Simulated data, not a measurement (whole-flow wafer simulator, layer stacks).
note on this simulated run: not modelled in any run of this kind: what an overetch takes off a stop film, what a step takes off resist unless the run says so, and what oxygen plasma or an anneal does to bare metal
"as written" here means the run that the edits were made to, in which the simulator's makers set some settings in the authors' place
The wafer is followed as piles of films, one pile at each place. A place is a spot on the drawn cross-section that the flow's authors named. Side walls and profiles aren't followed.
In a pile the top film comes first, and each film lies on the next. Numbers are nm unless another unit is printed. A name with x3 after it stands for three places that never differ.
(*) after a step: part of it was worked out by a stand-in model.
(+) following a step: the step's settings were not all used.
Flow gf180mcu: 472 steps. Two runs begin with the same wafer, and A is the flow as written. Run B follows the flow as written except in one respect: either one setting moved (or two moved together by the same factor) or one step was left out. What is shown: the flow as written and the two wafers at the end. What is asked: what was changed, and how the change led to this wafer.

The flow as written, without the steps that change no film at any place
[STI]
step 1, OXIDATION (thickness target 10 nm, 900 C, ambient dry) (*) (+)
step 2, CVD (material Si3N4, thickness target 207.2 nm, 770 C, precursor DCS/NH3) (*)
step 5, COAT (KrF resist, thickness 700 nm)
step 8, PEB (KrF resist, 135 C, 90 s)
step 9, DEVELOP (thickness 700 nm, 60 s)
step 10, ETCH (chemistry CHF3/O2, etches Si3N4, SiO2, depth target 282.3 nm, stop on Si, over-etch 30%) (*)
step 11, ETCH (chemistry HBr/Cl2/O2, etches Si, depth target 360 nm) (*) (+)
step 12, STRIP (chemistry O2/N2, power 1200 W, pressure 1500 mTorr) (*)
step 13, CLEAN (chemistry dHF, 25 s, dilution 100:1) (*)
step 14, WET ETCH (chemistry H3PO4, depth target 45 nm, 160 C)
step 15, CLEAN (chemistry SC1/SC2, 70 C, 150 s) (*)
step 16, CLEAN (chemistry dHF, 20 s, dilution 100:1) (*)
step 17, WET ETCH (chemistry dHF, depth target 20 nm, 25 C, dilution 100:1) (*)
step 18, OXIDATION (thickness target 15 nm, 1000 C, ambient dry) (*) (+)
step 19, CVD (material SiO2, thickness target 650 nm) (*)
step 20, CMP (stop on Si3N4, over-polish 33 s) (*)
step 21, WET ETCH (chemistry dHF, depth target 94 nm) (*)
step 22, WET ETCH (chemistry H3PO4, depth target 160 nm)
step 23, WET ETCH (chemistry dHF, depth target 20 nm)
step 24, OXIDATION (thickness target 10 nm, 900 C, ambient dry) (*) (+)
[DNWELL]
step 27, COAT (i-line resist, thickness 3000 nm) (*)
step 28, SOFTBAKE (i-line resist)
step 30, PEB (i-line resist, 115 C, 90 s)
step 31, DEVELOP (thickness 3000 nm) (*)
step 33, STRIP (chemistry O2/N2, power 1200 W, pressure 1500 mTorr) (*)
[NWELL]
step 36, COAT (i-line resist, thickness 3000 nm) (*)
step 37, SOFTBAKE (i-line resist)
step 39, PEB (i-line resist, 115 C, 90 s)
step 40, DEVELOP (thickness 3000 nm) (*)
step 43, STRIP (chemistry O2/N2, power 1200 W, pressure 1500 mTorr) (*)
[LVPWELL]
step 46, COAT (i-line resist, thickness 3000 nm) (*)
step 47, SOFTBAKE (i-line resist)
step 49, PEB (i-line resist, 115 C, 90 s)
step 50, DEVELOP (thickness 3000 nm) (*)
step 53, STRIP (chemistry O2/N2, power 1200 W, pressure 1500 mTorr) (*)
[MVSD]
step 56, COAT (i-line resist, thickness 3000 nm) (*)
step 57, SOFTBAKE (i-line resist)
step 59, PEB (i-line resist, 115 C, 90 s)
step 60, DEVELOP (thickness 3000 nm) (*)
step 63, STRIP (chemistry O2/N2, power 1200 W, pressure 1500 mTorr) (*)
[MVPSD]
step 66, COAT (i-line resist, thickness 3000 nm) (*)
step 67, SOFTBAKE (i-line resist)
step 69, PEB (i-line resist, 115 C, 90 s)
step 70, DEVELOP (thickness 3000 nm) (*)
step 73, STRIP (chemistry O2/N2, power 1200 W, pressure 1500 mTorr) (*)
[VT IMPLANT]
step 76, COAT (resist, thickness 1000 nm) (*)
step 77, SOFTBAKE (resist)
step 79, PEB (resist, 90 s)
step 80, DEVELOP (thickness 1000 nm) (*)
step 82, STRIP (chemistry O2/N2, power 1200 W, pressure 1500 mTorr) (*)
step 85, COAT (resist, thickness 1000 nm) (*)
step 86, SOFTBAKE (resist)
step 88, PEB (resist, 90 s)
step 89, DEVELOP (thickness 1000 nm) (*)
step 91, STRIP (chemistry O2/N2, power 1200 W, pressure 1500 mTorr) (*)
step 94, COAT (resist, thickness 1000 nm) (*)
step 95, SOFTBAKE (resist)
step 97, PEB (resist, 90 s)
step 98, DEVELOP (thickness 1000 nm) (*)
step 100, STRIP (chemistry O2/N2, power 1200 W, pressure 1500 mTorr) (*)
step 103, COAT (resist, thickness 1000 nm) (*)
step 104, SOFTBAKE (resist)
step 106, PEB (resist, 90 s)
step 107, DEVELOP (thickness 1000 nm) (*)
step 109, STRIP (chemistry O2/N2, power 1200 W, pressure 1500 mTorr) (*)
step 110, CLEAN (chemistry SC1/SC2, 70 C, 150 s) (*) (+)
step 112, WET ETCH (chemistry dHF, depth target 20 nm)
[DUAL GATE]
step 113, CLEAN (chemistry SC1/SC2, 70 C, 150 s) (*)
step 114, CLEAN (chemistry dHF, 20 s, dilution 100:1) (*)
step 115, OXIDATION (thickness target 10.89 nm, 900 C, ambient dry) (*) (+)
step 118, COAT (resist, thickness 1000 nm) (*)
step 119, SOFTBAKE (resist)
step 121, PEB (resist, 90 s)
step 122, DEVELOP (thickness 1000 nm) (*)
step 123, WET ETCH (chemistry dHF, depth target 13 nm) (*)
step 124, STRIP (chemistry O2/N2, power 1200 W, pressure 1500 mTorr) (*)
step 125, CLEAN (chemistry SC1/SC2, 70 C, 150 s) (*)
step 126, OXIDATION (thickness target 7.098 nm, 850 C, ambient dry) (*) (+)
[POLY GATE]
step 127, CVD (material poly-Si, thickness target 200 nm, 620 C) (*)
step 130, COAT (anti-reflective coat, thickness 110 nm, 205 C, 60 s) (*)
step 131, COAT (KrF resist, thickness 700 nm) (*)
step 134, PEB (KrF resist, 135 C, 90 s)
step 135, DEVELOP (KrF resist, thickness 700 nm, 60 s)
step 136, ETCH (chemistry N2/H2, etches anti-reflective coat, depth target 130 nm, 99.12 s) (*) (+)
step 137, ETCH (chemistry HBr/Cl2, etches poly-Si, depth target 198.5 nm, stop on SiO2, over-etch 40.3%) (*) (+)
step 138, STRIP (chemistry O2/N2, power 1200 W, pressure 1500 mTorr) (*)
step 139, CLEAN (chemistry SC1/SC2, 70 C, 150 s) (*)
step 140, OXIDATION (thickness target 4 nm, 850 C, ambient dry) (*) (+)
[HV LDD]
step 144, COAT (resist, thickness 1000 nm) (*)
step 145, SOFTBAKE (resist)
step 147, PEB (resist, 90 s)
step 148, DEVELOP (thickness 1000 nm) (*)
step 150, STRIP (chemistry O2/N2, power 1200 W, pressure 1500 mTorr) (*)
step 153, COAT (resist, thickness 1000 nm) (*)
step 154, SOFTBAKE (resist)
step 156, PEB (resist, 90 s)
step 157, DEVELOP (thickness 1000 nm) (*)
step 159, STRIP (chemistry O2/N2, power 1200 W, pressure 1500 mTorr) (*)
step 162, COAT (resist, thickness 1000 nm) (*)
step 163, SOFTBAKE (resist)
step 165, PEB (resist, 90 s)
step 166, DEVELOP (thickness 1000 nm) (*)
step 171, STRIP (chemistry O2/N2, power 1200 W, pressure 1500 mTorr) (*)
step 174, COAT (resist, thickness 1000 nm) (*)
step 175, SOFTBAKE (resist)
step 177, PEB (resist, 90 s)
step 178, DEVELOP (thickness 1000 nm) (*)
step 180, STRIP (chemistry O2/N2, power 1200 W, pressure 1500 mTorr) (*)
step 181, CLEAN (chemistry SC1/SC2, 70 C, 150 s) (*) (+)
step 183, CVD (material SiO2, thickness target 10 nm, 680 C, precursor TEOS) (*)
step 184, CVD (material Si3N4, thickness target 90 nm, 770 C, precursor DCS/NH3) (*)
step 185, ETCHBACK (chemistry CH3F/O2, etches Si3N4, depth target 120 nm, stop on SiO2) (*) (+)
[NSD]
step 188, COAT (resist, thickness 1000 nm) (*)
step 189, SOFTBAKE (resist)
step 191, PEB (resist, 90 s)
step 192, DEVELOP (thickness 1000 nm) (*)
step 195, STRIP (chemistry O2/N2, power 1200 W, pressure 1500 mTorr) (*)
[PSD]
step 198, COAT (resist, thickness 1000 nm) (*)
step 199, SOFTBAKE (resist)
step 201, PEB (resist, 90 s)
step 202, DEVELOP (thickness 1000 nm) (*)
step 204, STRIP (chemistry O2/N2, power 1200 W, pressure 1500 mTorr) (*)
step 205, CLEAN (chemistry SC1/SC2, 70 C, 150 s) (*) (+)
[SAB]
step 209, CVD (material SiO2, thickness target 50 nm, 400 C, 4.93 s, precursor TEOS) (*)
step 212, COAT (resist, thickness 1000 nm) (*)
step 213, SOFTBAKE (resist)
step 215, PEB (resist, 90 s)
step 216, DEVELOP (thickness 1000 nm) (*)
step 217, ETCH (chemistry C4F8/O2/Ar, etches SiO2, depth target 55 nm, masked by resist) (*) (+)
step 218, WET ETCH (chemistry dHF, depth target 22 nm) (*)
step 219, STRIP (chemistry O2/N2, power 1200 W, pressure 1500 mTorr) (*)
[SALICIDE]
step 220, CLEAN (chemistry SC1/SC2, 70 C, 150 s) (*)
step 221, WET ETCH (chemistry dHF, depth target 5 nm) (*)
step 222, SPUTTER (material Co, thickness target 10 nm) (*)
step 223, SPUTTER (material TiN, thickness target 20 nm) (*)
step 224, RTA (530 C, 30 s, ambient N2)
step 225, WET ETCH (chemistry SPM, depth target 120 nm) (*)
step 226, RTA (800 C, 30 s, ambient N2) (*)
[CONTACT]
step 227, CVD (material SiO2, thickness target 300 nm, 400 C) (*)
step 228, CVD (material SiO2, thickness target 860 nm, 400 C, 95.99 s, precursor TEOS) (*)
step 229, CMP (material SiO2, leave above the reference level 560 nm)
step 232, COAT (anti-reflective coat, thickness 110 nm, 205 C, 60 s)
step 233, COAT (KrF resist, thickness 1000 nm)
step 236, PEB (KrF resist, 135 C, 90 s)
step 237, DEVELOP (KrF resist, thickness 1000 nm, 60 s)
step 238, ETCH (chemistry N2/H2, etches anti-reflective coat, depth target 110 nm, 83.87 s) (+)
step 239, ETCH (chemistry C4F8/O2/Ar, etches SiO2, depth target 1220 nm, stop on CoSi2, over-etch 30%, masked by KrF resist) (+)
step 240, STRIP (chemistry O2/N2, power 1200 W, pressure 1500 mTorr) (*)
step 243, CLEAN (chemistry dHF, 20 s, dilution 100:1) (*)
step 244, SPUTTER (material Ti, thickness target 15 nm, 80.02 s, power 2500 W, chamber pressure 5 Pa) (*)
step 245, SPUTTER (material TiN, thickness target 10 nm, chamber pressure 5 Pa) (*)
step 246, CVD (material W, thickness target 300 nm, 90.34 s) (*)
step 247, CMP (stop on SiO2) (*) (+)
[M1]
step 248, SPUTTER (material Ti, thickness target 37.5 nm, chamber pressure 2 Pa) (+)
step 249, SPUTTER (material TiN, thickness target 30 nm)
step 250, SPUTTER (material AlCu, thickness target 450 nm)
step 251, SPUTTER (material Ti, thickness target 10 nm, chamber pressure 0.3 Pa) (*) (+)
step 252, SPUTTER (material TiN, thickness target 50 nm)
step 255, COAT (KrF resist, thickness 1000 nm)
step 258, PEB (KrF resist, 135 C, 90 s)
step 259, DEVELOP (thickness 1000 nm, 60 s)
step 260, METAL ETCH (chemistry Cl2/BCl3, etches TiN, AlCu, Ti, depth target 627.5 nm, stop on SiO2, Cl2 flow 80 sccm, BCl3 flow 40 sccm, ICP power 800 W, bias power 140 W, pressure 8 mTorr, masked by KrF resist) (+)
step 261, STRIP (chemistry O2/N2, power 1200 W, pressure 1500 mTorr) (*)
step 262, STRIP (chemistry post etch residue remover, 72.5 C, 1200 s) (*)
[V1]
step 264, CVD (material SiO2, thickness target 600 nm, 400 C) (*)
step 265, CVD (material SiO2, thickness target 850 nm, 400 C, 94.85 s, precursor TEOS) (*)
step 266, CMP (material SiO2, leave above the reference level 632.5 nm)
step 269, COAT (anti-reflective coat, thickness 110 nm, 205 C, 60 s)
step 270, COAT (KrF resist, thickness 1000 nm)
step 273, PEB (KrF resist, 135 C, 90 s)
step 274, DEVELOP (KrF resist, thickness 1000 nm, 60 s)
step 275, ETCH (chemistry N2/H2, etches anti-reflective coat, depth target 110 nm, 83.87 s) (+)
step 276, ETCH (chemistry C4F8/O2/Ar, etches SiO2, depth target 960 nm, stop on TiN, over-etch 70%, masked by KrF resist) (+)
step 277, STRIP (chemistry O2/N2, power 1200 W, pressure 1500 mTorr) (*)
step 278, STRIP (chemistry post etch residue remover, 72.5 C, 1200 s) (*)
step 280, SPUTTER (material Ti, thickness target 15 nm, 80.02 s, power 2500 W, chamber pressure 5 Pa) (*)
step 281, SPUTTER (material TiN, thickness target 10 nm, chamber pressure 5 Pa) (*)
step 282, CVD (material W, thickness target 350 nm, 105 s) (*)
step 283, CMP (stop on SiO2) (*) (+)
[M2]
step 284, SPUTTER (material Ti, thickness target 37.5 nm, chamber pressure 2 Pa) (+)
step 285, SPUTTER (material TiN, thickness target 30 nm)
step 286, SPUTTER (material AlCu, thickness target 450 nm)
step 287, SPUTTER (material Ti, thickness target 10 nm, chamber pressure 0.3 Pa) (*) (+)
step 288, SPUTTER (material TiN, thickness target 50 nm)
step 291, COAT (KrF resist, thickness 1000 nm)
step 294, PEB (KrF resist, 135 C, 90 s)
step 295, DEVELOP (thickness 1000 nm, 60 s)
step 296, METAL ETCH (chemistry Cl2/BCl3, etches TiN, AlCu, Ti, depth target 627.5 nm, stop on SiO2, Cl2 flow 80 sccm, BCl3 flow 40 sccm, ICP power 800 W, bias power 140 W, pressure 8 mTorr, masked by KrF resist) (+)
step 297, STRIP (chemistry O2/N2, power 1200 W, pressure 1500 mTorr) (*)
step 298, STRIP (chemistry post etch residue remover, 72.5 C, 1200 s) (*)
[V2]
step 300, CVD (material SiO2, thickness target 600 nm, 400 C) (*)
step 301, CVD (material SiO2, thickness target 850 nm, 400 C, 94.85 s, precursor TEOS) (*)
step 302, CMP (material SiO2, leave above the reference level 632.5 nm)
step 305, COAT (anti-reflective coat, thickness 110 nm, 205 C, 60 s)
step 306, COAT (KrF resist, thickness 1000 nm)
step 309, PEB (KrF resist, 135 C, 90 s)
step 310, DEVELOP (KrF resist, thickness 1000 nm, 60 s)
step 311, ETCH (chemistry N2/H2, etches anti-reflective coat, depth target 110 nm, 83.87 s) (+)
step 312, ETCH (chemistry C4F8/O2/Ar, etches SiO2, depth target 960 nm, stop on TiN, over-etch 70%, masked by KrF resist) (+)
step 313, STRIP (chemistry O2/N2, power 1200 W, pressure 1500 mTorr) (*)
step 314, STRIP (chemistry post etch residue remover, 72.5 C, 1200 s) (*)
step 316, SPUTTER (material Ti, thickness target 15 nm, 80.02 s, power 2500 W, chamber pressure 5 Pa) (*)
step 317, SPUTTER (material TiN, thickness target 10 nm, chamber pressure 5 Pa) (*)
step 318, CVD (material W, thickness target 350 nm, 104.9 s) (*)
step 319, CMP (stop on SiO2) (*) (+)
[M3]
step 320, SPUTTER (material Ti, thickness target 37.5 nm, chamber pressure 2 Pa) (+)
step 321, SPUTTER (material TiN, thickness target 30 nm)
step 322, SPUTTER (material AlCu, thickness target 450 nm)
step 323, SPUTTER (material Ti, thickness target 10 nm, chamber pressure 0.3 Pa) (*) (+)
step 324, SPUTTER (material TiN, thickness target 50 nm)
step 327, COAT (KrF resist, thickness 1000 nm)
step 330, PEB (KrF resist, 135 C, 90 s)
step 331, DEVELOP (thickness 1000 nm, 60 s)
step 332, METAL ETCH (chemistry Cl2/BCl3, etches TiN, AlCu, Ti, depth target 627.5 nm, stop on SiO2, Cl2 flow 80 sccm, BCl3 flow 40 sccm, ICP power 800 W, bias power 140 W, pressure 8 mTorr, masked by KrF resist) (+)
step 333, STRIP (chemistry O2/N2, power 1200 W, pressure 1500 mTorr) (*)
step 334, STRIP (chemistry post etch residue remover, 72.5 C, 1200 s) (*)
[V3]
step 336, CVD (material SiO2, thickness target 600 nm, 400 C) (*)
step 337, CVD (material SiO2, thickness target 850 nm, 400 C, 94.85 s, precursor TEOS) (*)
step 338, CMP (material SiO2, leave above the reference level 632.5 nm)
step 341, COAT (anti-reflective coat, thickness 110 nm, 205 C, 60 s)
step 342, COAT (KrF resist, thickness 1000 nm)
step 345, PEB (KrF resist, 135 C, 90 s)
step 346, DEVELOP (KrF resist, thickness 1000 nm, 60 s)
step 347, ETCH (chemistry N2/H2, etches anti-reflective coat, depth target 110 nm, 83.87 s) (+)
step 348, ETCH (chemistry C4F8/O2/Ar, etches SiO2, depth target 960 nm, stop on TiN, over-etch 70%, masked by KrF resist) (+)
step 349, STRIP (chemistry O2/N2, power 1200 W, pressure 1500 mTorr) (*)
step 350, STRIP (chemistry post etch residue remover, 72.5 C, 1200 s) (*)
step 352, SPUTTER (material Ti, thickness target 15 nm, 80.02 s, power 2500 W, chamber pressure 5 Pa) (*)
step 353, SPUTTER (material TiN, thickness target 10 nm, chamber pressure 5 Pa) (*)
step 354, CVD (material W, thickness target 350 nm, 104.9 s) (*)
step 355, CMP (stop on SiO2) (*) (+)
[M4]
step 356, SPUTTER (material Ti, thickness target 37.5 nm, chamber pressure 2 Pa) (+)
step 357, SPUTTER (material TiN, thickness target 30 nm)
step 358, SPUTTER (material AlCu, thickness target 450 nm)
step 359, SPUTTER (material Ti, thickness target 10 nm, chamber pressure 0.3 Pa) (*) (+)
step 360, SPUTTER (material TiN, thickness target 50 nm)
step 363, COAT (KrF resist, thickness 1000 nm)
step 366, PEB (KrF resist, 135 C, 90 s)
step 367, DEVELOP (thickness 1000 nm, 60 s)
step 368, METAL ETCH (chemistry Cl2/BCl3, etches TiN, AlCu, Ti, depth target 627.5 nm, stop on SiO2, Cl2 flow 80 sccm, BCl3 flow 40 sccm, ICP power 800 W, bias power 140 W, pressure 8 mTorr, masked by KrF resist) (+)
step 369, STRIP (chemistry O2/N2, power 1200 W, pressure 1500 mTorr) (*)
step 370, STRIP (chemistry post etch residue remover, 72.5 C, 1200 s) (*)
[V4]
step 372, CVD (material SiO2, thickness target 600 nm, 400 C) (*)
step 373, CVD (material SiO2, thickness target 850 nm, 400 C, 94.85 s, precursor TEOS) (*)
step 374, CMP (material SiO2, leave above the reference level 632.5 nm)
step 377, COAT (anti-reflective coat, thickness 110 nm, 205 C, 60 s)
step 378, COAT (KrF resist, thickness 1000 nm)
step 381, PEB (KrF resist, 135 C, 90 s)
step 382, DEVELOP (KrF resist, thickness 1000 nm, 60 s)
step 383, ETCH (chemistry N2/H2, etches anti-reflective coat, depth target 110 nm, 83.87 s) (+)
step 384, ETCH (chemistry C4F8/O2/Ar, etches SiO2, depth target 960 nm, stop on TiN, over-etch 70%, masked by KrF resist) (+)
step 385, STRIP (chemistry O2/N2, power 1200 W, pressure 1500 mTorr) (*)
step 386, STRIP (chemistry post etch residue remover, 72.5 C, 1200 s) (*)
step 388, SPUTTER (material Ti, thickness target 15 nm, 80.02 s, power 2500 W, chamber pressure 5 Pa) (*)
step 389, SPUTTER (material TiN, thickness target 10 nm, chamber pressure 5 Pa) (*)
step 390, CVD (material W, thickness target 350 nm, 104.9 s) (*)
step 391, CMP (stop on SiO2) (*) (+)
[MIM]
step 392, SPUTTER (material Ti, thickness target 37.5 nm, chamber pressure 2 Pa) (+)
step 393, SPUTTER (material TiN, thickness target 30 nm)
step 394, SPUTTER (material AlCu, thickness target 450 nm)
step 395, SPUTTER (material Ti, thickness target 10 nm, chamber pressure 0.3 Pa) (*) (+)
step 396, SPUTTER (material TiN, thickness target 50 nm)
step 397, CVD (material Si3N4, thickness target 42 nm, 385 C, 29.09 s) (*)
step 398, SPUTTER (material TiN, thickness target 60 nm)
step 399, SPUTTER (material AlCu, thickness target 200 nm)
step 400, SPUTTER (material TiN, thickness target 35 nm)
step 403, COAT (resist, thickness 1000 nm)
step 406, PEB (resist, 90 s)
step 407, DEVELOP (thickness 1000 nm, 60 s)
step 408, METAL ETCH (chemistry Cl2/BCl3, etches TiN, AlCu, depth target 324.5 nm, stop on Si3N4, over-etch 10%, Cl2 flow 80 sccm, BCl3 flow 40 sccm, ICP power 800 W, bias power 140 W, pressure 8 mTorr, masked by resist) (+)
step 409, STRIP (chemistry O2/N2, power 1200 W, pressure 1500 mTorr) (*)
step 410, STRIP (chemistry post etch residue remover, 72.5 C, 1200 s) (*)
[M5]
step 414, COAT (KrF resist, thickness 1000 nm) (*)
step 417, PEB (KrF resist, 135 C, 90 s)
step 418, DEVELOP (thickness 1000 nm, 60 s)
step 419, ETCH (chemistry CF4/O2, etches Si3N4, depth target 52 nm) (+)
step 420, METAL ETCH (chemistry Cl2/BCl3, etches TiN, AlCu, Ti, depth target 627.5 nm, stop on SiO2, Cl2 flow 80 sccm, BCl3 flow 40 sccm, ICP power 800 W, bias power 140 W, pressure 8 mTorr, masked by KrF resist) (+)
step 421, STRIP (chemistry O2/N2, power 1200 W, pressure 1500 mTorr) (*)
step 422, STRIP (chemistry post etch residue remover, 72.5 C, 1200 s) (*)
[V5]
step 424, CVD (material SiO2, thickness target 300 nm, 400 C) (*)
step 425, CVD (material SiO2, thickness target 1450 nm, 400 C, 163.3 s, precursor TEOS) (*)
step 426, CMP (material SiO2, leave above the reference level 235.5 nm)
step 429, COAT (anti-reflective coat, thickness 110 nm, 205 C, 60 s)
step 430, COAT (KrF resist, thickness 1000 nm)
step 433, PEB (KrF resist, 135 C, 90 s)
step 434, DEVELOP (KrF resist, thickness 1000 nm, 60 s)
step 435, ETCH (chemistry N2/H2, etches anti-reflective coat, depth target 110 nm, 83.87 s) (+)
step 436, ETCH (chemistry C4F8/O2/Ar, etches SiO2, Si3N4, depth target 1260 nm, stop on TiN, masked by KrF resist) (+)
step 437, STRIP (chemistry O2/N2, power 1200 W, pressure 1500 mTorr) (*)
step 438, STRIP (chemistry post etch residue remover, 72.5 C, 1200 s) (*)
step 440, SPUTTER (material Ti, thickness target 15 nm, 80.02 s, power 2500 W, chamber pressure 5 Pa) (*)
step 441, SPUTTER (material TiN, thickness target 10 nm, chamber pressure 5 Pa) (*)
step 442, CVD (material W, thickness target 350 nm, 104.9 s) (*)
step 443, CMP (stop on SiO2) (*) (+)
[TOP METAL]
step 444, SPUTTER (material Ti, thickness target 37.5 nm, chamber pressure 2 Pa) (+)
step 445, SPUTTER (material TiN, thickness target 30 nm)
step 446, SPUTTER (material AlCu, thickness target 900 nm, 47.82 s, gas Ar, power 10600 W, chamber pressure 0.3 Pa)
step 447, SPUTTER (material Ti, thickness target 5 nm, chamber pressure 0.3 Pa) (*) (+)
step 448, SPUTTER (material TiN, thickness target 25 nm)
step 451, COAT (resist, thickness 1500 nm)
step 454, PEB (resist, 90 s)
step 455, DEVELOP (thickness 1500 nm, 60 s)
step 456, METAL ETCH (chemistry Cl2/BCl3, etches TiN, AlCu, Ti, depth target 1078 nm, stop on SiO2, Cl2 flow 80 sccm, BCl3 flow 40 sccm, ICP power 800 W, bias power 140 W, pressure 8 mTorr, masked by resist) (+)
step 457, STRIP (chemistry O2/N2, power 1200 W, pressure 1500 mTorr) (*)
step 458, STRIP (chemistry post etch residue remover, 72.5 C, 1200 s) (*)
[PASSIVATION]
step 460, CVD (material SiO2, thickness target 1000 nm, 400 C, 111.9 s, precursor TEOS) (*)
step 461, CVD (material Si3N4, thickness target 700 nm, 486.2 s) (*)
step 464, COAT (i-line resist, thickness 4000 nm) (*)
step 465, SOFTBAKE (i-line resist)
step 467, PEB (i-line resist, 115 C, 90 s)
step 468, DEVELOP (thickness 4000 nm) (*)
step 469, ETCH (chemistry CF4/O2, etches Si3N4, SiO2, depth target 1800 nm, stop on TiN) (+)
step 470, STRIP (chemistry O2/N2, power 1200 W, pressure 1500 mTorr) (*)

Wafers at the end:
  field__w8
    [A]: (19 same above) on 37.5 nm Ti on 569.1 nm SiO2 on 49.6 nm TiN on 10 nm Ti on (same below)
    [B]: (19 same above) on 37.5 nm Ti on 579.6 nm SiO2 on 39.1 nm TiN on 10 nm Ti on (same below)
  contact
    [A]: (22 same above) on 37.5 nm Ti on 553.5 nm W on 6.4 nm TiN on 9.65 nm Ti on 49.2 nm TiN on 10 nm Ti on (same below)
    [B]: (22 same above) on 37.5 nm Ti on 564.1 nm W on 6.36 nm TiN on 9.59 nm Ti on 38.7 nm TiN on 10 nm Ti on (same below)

The reason: step 324, SPUTTER: thickness target 39.5 nm was run, while the flow as written has thickness target 50 nm.

How this came from the change, step by step:
  step 324, SPUTTER (material TiN, thickness target 50 nm)
      field, field__w1, field__w2 and 108 more: A TiN gains 50 (new film) | B TiN gains 39.5 (new film)
  step 332, METAL ETCH (chemistry Cl2/BCl3, etches TiN, AlCu, Ti, depth target 627.5 nm, stop on SiO2, Cl2 flow 80 sccm, BCl3 flow 40 sccm, ICP power 800 W, bias power 140 W, pressure 8 mTorr, masked by KrF resist) (+)
      field, field__w1, field__w2 and 103 more: A TiN loses 50 (all of it), Ti loses 10 (all of it), AlCu loses 450 (all of it), TiN loses 30 (all of it), Ti loses 37.5 (all of it) | B TiN loses 39.5 (all of it), Ti loses 10 (all of it), AlCu loses 450 (all of it), TiN loses 30 (all of it), Ti loses 37.5 (all of it)
